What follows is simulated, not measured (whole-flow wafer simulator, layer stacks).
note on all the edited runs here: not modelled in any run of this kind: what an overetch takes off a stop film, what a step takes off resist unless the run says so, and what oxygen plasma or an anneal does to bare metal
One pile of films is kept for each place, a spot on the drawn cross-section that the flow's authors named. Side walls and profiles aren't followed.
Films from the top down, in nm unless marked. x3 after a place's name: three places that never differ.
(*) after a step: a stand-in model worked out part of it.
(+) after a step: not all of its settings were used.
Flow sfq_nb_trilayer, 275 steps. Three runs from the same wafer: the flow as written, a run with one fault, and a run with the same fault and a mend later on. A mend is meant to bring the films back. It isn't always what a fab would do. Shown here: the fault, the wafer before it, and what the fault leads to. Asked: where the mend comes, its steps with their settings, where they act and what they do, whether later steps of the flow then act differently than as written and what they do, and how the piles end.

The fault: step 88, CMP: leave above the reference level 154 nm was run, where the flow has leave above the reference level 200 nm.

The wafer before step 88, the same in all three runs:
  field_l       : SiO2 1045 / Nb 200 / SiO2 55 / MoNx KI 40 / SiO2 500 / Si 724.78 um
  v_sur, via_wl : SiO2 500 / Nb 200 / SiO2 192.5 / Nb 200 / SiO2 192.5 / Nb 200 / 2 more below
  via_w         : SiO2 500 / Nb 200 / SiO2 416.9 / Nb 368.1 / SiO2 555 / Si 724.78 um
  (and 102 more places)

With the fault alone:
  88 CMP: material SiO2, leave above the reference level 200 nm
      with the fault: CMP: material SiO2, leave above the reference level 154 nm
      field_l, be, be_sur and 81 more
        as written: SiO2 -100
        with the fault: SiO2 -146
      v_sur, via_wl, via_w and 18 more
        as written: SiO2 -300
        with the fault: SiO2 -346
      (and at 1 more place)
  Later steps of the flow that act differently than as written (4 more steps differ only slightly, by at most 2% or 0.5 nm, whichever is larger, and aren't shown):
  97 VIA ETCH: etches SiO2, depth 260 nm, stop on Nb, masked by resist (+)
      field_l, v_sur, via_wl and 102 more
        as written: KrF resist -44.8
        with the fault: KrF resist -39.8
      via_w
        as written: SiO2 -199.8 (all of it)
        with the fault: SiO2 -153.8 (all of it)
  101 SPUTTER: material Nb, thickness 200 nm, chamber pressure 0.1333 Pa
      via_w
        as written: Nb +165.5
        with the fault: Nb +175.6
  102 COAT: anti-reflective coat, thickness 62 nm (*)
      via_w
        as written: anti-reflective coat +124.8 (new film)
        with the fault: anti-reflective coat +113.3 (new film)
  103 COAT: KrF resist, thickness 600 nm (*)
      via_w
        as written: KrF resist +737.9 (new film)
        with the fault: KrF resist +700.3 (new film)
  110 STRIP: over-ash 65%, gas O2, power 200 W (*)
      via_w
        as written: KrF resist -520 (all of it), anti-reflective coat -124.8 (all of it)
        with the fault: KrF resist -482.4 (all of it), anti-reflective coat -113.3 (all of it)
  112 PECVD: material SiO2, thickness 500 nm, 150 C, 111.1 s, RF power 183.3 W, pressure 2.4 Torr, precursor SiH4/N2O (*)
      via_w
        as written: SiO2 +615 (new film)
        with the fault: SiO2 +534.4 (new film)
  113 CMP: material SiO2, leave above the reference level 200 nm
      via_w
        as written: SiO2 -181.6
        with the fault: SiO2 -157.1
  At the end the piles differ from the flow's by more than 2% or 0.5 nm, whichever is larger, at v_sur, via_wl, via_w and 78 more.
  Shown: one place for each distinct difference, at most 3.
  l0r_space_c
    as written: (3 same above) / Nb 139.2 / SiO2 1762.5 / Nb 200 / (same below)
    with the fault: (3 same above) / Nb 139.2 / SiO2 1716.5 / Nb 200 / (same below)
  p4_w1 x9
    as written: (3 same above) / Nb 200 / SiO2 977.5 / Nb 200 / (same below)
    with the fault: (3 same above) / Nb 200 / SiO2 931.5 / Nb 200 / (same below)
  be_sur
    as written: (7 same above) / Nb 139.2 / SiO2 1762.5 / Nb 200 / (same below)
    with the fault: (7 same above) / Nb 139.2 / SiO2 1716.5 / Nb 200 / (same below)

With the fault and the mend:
  The mend comes after step 95.
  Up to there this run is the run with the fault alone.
  95a STRIP: over-ash 65%, gas O2, power 200 W (*)
      field_l, v_sur, via_wl and 102 more
        KrF resist -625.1 (all of it), anti-reflective coat -62 (all of it)
      via_w
        anti-reflective coat -62 (all of it)
  95b PECVD: material SiO2, thickness 46 nm, 150 C, 10.22 s, RF power 183.3 W, pressure 2.4 Torr, precursor SiH4/N2O (the flow's step 87 once more, with other settings)
      field_l, v_sur, via_wl and 103 more
        SiO2 +46
  95c COAT: anti-reflective coat, thickness 62 nm (the flow's step 90 once more)
      field_l, v_sur, via_wl and 103 more
        anti-reflective coat +62 (new film)
  95d COAT: KrF resist, thickness 650 nm (the flow's step 91 once more)
      field_l, v_sur, via_wl and 103 more
        KrF resist +650 (new film)
  95e SOFTBAKE: KrF resist (the flow's step 92 once more)
      changes no film at any place that is followed
  95f EXPOSE: photomask I2, dose 11.91 mJ/cm2, NA 0.6, wavelength 248 nm (*) (the flow's step 93 once more)
      changes no film at any place that is followed
  95g PEB: KrF resist, 90 s (the flow's step 94 once more)
      field_l, v_sur, via_wl and 103 more
        KrF resist -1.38
  95h DEVELOP: KrF resist, thickness 650 nm, 60 s (the flow's step 95 once more)
      field_l, v_sur, via_wl and 102 more
        KrF resist -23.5
      via_w
        KrF resist -648.6 (all of it)
  No later step of the flow acts differently than as written at any place that is followed.
  At the end the piles are the same as the flow's at every place that both follow.
